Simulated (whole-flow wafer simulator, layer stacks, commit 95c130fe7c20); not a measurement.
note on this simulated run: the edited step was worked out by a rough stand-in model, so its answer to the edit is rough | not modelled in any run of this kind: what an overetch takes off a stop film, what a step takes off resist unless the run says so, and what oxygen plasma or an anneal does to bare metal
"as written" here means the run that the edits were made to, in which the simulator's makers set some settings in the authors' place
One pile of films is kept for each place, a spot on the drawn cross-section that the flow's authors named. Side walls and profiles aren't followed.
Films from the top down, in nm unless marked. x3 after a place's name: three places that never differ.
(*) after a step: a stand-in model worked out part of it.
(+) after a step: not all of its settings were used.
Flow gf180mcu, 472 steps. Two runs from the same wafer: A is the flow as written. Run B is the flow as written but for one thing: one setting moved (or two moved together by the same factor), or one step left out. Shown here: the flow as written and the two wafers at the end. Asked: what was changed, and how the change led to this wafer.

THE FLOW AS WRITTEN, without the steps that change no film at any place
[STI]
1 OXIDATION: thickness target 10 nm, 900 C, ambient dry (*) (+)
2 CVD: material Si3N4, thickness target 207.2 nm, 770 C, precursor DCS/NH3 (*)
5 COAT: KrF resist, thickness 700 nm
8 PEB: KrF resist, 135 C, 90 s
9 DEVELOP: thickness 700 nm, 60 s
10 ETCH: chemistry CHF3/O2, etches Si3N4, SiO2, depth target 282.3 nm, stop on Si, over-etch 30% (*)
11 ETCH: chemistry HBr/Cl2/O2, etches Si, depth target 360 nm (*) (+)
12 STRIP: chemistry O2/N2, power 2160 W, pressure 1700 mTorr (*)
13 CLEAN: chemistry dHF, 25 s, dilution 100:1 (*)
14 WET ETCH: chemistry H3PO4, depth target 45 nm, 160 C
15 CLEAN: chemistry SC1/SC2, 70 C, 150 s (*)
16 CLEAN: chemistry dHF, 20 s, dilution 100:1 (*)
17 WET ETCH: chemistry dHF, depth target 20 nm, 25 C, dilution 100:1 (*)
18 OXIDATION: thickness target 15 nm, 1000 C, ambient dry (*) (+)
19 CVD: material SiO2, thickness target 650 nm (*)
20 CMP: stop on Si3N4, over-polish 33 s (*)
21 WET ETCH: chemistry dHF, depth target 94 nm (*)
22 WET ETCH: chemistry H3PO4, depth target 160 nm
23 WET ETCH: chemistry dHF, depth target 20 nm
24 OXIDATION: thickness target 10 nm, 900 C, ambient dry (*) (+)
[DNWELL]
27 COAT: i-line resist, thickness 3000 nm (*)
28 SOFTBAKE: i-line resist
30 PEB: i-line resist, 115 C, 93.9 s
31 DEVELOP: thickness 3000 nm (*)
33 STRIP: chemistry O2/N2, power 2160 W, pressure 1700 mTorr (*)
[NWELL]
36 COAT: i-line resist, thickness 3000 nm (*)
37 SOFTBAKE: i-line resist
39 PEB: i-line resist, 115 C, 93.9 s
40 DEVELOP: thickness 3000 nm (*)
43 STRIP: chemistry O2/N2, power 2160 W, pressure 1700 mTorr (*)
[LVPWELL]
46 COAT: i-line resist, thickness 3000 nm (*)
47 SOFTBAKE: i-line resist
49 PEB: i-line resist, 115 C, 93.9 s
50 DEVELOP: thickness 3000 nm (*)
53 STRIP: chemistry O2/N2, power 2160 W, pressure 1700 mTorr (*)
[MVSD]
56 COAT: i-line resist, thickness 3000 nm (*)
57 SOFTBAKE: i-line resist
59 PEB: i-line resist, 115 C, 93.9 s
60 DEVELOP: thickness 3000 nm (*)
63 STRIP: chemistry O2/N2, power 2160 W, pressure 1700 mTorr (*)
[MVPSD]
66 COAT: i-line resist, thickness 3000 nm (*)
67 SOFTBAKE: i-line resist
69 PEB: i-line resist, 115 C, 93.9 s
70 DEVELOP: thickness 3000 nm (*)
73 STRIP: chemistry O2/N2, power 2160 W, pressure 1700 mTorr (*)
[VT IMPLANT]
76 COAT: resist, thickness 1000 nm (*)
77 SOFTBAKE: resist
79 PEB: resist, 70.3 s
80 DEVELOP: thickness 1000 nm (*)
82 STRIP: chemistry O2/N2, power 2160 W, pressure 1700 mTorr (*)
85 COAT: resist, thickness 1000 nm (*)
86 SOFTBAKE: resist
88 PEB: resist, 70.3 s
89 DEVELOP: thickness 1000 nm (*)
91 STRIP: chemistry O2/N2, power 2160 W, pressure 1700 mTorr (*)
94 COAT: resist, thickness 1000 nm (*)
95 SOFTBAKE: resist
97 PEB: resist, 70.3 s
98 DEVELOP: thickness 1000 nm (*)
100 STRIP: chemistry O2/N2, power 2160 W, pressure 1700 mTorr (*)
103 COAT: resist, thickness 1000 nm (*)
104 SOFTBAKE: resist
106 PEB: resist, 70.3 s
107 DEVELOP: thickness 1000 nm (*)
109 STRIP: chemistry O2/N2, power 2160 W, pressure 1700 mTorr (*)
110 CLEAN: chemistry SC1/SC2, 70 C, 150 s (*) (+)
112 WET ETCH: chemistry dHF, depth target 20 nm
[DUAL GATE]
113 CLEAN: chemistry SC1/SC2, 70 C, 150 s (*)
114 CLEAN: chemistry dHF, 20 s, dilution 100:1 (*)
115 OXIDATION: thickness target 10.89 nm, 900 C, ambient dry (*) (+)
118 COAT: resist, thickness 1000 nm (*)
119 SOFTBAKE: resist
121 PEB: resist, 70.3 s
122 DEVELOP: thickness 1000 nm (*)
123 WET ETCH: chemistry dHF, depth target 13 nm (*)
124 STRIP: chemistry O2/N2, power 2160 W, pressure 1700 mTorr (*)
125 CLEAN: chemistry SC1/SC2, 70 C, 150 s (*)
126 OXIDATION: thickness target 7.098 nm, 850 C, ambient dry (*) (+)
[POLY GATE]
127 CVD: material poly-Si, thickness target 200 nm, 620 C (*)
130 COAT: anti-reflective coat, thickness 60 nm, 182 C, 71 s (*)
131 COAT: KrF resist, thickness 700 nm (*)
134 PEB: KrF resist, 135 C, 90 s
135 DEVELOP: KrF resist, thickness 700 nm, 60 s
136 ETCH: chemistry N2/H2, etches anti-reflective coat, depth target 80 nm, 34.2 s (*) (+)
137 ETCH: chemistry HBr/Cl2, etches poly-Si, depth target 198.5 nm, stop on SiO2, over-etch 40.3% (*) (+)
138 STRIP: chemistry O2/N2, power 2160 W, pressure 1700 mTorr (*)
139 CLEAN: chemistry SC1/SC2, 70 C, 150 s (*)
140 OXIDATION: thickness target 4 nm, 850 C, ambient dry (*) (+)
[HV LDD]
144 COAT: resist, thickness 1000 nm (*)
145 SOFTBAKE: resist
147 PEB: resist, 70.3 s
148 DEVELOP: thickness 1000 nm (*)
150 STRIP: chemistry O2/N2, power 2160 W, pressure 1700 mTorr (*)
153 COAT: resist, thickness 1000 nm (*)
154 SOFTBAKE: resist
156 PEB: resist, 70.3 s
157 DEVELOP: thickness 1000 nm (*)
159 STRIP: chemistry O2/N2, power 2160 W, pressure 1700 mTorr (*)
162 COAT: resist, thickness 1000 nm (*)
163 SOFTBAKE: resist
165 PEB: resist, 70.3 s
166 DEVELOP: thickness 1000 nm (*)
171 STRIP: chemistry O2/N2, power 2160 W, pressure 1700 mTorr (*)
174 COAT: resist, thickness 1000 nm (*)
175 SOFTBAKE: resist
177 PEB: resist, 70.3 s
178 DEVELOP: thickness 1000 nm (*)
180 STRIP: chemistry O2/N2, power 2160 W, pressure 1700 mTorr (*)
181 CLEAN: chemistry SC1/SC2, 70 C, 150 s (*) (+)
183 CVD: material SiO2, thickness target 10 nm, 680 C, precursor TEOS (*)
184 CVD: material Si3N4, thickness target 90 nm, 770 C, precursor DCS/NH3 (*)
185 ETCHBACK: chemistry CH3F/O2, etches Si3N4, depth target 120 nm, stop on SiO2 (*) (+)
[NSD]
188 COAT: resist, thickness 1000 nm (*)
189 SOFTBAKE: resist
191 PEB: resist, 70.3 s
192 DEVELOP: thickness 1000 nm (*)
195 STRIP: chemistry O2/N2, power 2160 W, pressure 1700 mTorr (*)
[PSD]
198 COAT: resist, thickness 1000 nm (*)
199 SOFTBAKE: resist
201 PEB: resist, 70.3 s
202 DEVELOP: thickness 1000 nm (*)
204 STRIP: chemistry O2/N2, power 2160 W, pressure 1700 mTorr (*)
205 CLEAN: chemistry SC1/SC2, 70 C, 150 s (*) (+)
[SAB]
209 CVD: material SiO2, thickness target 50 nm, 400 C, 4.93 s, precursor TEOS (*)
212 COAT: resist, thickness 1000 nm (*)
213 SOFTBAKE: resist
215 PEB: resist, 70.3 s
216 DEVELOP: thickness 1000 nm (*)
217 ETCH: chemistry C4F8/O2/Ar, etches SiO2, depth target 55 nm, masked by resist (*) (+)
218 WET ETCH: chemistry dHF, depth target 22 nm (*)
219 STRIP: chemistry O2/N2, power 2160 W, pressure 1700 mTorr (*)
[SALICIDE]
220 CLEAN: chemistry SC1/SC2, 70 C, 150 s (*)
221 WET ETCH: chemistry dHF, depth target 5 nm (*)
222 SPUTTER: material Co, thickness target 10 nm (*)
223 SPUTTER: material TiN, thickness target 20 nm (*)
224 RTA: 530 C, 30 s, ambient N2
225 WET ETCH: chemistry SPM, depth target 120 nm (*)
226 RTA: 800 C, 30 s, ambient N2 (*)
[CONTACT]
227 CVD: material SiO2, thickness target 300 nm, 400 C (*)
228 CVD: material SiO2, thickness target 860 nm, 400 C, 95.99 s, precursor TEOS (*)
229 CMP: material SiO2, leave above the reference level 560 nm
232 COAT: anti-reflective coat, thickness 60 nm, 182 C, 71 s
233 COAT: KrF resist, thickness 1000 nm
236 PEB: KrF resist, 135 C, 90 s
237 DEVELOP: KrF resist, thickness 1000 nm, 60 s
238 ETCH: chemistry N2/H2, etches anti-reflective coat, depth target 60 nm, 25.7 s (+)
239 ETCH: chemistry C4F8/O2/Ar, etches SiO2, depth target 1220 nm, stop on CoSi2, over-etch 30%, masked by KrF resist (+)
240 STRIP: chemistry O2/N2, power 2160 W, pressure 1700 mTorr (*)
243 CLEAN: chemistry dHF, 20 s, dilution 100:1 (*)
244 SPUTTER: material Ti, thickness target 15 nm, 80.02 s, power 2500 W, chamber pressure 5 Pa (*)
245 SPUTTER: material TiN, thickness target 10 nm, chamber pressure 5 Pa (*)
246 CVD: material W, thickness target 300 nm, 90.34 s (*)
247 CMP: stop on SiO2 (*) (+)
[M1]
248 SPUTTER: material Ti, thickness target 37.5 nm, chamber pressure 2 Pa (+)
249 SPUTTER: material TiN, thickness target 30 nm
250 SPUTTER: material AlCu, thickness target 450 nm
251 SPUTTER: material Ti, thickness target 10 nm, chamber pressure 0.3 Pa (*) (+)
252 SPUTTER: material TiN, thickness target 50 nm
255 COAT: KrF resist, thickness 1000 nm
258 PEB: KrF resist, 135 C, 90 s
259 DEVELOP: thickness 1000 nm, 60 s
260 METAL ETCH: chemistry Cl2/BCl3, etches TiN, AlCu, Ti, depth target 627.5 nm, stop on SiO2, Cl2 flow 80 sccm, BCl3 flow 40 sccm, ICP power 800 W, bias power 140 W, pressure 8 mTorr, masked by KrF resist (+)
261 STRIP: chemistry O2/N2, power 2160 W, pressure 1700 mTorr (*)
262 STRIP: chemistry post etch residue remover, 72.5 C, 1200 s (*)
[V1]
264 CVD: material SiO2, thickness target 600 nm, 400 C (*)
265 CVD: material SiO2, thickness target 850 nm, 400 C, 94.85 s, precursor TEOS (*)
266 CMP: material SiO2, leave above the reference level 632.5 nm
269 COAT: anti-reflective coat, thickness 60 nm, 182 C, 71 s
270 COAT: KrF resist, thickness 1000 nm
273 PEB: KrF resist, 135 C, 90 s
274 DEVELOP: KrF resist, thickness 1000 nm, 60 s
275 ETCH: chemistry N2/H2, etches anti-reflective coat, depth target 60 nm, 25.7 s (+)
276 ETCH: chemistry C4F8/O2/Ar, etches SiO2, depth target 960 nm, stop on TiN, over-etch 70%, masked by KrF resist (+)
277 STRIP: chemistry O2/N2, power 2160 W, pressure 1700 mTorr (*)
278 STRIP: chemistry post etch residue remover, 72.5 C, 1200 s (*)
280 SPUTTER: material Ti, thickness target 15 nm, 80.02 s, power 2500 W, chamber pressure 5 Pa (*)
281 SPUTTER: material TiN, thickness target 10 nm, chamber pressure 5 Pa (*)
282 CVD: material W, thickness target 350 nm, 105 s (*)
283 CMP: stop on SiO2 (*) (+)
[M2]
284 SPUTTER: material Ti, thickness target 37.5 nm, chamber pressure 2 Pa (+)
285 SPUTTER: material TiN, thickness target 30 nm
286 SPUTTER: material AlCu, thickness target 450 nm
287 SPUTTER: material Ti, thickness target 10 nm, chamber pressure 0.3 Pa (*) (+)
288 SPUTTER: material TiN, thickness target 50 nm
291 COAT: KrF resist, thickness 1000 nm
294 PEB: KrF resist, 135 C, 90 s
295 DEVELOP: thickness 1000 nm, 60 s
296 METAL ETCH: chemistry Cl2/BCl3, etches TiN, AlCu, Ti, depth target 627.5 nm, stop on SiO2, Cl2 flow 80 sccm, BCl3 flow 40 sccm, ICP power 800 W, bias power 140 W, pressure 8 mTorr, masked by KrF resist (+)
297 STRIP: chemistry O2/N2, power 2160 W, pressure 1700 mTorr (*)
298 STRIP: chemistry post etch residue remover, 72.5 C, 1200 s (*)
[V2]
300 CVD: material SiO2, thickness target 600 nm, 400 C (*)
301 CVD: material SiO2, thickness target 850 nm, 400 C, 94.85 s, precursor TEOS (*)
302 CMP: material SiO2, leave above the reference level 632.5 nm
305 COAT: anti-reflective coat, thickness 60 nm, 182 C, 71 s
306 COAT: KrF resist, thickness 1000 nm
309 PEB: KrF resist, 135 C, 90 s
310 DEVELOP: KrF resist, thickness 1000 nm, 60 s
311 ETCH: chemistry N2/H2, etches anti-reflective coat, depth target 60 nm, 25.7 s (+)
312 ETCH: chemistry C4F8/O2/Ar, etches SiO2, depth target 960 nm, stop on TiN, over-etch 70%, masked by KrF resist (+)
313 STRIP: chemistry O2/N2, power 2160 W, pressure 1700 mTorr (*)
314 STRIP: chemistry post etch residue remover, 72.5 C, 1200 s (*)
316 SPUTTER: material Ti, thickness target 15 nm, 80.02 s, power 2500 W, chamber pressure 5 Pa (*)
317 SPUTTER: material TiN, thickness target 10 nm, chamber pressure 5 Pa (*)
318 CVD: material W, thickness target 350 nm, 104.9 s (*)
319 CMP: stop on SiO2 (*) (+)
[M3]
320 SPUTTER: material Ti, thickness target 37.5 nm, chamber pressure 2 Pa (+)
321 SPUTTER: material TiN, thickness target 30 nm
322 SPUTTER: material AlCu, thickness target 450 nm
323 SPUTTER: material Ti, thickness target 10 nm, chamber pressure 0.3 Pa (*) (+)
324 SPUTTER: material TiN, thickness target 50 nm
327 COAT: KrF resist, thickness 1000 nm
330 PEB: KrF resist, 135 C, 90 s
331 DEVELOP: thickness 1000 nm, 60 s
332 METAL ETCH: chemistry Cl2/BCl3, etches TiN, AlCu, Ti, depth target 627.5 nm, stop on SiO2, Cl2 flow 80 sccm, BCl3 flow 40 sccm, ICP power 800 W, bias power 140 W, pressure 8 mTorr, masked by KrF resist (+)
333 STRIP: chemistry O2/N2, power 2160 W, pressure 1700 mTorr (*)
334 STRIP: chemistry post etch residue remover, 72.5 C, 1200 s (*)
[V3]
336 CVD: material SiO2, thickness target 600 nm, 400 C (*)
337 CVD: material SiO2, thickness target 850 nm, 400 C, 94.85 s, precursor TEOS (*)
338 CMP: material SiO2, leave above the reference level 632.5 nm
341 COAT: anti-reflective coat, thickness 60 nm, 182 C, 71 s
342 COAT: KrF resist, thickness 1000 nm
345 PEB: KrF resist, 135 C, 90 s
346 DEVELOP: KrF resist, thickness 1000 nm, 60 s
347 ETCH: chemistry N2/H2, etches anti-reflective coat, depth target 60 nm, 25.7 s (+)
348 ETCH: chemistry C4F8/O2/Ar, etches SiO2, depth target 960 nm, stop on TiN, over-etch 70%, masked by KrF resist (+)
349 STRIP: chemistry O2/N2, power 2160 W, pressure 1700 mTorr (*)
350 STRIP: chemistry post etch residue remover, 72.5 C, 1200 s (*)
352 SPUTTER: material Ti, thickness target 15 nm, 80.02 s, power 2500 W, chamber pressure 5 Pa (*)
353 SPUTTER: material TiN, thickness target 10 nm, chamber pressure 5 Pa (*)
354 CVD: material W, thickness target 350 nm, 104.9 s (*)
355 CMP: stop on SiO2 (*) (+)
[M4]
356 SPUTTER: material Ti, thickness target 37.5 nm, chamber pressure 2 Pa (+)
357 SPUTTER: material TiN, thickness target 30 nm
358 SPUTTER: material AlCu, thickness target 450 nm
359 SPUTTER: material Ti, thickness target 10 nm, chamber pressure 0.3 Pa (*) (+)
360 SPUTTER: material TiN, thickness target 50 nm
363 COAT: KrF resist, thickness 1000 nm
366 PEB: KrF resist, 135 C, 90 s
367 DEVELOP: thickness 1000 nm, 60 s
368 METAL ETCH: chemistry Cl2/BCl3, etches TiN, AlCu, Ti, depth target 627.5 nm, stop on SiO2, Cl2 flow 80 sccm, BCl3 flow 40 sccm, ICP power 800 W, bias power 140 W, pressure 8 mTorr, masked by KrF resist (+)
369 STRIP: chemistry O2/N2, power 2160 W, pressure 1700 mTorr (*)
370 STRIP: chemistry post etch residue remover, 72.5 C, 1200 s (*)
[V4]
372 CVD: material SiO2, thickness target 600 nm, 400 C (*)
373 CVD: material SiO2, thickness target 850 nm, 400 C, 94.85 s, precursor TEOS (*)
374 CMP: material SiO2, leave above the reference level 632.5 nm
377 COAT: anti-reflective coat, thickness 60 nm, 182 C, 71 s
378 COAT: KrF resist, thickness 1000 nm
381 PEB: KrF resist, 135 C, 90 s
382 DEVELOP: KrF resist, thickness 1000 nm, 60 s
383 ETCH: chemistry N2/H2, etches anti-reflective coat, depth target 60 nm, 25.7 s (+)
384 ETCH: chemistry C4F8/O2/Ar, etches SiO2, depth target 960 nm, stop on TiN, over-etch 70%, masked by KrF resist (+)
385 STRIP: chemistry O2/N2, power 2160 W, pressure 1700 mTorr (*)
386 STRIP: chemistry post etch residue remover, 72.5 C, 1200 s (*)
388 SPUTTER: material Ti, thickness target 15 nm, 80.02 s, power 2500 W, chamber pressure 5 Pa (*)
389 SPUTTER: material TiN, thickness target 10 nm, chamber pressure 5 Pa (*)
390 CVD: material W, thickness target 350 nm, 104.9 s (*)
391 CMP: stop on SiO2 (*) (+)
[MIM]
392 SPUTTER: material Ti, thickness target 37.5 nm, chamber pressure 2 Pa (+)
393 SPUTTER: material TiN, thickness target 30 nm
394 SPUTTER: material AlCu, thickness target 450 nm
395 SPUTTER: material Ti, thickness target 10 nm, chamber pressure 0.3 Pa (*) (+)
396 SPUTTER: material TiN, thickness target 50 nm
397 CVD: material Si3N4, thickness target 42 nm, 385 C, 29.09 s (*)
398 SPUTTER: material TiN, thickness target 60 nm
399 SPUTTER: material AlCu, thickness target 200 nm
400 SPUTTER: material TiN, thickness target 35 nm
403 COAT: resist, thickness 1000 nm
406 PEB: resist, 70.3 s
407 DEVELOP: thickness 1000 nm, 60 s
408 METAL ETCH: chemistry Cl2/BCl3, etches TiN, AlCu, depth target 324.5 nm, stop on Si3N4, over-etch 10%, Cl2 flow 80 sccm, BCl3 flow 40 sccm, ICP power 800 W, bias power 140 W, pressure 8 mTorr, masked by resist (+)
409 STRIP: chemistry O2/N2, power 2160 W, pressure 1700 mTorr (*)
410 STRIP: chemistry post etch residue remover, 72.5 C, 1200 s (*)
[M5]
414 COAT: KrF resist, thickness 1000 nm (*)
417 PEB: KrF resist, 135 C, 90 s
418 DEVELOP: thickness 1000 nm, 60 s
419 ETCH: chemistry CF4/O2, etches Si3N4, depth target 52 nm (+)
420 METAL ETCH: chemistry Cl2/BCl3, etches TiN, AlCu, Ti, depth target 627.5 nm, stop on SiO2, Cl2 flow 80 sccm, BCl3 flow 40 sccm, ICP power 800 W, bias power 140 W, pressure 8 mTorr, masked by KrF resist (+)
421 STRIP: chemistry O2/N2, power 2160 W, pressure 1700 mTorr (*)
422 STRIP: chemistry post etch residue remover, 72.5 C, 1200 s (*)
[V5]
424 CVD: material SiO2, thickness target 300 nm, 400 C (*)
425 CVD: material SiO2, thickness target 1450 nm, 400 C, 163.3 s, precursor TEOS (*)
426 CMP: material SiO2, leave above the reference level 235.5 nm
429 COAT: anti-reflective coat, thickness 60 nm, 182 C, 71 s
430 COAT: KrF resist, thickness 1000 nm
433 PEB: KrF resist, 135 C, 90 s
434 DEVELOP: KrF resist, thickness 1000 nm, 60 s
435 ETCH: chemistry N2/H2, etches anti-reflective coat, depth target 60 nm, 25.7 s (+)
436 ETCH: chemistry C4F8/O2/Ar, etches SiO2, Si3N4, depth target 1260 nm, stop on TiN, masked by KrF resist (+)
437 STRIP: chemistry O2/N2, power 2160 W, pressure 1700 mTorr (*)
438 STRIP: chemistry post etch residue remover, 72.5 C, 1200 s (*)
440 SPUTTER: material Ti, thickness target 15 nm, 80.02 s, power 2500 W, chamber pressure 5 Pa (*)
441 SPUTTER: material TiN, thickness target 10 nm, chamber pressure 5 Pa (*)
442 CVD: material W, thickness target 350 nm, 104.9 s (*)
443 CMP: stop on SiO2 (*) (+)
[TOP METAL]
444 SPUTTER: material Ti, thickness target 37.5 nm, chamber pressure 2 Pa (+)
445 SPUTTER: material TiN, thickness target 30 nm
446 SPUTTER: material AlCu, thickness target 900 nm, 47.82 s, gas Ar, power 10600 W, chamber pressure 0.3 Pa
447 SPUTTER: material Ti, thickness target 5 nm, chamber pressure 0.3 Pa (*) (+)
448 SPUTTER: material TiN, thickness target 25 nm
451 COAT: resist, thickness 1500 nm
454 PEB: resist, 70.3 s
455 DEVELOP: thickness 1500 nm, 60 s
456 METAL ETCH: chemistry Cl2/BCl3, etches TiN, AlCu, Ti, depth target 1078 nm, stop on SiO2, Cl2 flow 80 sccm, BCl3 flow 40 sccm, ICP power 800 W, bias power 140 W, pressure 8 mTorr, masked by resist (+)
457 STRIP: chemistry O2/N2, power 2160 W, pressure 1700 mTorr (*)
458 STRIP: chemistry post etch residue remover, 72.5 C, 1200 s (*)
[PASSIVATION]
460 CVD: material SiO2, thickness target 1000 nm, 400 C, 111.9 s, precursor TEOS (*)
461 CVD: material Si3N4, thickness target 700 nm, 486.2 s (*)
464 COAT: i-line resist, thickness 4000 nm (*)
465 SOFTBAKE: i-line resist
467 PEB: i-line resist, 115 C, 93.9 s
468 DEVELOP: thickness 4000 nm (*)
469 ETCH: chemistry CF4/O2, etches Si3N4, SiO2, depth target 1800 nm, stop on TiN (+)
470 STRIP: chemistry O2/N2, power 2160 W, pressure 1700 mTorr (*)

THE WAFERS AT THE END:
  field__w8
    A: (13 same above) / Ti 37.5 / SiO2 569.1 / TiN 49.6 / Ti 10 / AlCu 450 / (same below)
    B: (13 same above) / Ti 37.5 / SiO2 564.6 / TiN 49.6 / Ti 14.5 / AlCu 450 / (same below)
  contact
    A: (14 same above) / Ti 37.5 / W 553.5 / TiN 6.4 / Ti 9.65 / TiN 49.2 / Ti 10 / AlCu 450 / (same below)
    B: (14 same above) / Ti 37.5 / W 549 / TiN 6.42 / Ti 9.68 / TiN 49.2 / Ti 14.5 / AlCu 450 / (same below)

The cause: step 359, SPUTTER: thickness target 14.5 nm was run, where the flow has thickness target 10 nm.
It can be read off the wafer: field__w8 has Ti 14.5, and step 359 as written asks for 10 nm.

How the change led to this, step by step:
  359 SPUTTER: material Ti, thickness target 10 nm, chamber pressure 0.3 Pa (*) (+)
      field, field__w1, field__w2 and 108 more: A Ti +10 (new film) | B Ti +14.5 (new film)
  368 METAL ETCH: chemistry Cl2/BCl3, etches TiN, AlCu, Ti, depth target 627.5 nm, stop on SiO2, Cl2 flow 80 sccm, BCl3 flow 40 sccm, ICP power 800 W, bias power 140 W, pressure 8 mTorr, masked by KrF resist (+)
      field, field__w1, field__w2 and 103 more: A TiN -50 (all of it), Ti -10 (all of it), AlCu -450 (all of it), TiN -30 (all of it), Ti -37.5 (all of it) | B TiN -50 (all of it), Ti -14.5 (all of it), AlCu -450 (all of it), TiN -30 (all of it), Ti -37.5 (all of it)
